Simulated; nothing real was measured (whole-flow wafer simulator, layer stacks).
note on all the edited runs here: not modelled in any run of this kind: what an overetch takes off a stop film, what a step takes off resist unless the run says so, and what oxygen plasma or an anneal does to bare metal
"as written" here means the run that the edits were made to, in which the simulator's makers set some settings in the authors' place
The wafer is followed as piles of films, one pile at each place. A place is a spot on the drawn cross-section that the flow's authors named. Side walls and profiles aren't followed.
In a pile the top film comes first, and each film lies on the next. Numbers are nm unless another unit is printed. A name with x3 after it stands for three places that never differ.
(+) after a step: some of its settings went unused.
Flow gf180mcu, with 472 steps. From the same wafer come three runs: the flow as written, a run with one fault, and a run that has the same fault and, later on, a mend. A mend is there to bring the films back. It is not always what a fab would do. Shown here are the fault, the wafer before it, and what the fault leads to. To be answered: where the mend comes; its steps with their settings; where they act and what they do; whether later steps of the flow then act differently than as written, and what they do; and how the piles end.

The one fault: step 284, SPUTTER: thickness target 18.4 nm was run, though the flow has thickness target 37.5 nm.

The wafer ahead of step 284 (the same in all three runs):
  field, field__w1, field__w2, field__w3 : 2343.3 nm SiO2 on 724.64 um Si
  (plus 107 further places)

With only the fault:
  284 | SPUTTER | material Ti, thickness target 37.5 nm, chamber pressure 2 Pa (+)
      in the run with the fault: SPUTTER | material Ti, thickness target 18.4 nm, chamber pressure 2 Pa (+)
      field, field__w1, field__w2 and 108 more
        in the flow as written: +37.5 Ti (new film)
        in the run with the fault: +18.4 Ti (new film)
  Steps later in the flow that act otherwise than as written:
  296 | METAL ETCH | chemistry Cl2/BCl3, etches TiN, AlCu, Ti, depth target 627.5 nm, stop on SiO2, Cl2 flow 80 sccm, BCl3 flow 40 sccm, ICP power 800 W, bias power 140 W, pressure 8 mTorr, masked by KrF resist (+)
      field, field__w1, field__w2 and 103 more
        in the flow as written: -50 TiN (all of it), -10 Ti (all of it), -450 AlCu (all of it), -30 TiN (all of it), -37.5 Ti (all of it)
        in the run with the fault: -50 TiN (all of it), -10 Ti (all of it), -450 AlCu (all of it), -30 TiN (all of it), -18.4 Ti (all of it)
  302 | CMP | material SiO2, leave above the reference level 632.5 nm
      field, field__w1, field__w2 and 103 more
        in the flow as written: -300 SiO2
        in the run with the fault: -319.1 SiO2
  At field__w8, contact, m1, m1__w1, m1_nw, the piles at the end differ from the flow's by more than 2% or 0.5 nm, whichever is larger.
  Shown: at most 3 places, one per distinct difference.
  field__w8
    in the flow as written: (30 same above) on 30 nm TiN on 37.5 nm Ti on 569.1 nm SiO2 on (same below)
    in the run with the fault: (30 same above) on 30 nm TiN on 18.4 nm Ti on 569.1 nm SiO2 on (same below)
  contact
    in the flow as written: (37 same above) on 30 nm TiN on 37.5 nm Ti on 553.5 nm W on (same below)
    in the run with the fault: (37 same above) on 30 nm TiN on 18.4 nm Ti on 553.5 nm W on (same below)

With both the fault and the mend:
  After step 284 comes the mend.
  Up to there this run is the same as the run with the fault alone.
  284a | SPUTTER | material Ti, thickness target 19.1 nm, chamber pressure 2 Pa (+) (the flow's step 284 again, with other settings)
      field, field__w1, field__w2 and 108 more
        +19.1 Ti
  Later steps of the flow that are run all act as written at every place that is followed.
  By the end, the piles equal the flow's at every place that both follow.
